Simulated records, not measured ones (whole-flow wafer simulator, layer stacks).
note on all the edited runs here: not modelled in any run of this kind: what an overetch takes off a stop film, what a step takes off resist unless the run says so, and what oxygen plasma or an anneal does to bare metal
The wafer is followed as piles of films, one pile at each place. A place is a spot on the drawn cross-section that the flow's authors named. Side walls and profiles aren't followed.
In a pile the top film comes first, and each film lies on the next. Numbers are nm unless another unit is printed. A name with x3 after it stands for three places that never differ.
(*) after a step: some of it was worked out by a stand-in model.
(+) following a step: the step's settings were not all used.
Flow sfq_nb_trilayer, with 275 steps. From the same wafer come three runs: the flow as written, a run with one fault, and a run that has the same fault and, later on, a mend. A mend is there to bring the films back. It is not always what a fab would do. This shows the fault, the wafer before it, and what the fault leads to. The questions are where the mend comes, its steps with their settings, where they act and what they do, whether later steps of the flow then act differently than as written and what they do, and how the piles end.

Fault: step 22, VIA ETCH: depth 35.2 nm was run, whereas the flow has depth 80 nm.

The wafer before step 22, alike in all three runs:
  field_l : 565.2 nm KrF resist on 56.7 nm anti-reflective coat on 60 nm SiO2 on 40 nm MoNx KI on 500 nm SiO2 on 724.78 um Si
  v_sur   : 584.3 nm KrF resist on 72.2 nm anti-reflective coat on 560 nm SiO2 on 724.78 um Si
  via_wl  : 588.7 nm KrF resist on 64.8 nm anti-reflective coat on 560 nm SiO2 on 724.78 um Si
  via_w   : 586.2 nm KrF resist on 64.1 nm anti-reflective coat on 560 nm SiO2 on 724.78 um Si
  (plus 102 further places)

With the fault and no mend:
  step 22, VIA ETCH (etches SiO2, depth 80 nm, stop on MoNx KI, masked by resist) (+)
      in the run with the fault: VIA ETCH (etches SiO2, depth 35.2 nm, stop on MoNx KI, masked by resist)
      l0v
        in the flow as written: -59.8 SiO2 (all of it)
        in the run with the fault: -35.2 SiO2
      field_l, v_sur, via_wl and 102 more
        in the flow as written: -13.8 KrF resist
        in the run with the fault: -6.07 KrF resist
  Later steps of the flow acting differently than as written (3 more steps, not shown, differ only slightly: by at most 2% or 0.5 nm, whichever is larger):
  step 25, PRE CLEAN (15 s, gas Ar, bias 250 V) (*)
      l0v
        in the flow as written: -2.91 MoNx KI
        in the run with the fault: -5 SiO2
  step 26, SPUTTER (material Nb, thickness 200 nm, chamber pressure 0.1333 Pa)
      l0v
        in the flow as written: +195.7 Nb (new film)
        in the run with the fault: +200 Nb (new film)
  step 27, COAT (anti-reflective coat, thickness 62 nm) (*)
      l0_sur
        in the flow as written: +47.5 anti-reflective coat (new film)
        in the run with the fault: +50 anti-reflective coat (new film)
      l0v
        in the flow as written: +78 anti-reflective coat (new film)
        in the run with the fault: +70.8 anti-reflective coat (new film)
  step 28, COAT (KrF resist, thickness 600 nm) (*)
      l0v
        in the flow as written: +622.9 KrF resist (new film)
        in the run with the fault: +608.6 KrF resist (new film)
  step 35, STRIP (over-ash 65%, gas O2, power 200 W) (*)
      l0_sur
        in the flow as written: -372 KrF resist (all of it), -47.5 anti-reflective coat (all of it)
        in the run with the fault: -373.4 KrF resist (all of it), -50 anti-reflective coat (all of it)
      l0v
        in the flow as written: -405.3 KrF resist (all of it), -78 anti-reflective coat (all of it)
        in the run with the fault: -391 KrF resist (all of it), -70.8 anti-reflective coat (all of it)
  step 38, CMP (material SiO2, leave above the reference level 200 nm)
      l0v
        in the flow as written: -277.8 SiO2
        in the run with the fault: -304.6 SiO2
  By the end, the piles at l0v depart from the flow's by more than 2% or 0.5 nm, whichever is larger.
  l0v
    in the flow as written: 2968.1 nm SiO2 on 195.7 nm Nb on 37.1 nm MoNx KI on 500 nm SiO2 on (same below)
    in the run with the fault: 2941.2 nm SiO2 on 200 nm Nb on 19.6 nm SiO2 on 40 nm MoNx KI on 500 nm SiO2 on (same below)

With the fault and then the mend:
  After step 23 comes the mend.
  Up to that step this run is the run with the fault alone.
  step 23a, COAT (anti-reflective coat, thickness 62 nm) (*) (the flow's step 15, run once more)
      p4_fl x3, p4_w1 x9, p4_g1 x2 and 59 more
        +62 anti-reflective coat (new film)
      be, be_sur, gap, jj_sur, res, r_end, moat, field_r
        +63.7 anti-reflective coat (new film)
      ce_l, c5j, ce_r, sp_r, be_r, r_sur
        +63.6 anti-reflective coat (new film)
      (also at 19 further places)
  step 23b, COAT (KrF resist, thickness 650 nm) (*) (the flow's step 16, run once more)
      p4_fl x3, p4_w1 x9, p4_g1 x2 and 59 more
        +650 KrF resist (new film)
      jj_sur, ce_l, c5j, ce_r, sp_r, be_r, r_sur, res
        +656.8 KrF resist (new film)
      l0r_line_l, l0r_line_c, l0r_line_r
        +646 KrF resist (new film)
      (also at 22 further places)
  step 23c, SOFTBAKE (KrF resist) (the flow's step 17, run once more)
      does not change any film at any place that is followed
  step 23d, EXPOSE (photomask L0V, dose 12.41 mJ/cm2, NA 0.6, wavelength 248 nm) (*) (the flow's step 18, run once more)
      does not change any film at any place that is followed
  step 23e, PEB (KrF resist, 90 s) (the flow's step 19, run once more)
      p4_fl x3, p4_w1 x9, p4_g1 x2 and 59 more
        -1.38 KrF resist
      via_v, wire, be and 16 more
        -1.39 KrF resist
      v_sur, via_w, via_wr, via_sp, ln_m6, lsp_r, l0v
        -1.4 KrF resist
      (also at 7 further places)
  step 23f, DEVELOP (KrF resist, thickness 650 nm, 60 s) (the flow's step 20, run once more)
      field_l, v_sur, via_wl and 102 more
        -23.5 KrF resist
      l0v
        -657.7 KrF resist (all of it)
  step 23g, VIA ETCH (etches anti-reflective coat, depth 125 nm, masked by resist) (*) (+) (the flow's step 21, run once more)
      field_l, v_sur, via_wl and 102 more
        -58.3 KrF resist
      l0v
        -70 anti-reflective coat (all of it), -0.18 SiO2
  step 23h, VIA ETCH (etches SiO2, depth 44.8 nm, stop on MoNx KI, masked by resist) (+) (the flow's step 22, run once more with other settings)
      field_l, v_sur, via_wl and 102 more
        -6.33 KrF resist
      l0v
        -24.5 SiO2 (all of it)
  step 23i, STRIP (over-ash 65%, gas O2, power 200 W) (*) (the flow's step 23, run once more)
      p4_fl x3, p4_w1 x9, p4_g1 x2 and 59 more
        -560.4 KrF resist (all of it), -62 anti-reflective coat (all of it)
      ce_l, c5j, ce_r, sp_r, be_r, r_sur
        -567.2 KrF resist (all of it), -63.6 anti-reflective coat (all of it)
      gap, jj_sur, res, r_end
        -567.3 KrF resist (all of it), -63.7 anti-reflective coat (all of it)
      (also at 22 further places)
  None of the later steps of the flow acts differently than as written at any place that is followed.
  At every place that both follow, the piles at the end match the flow's.
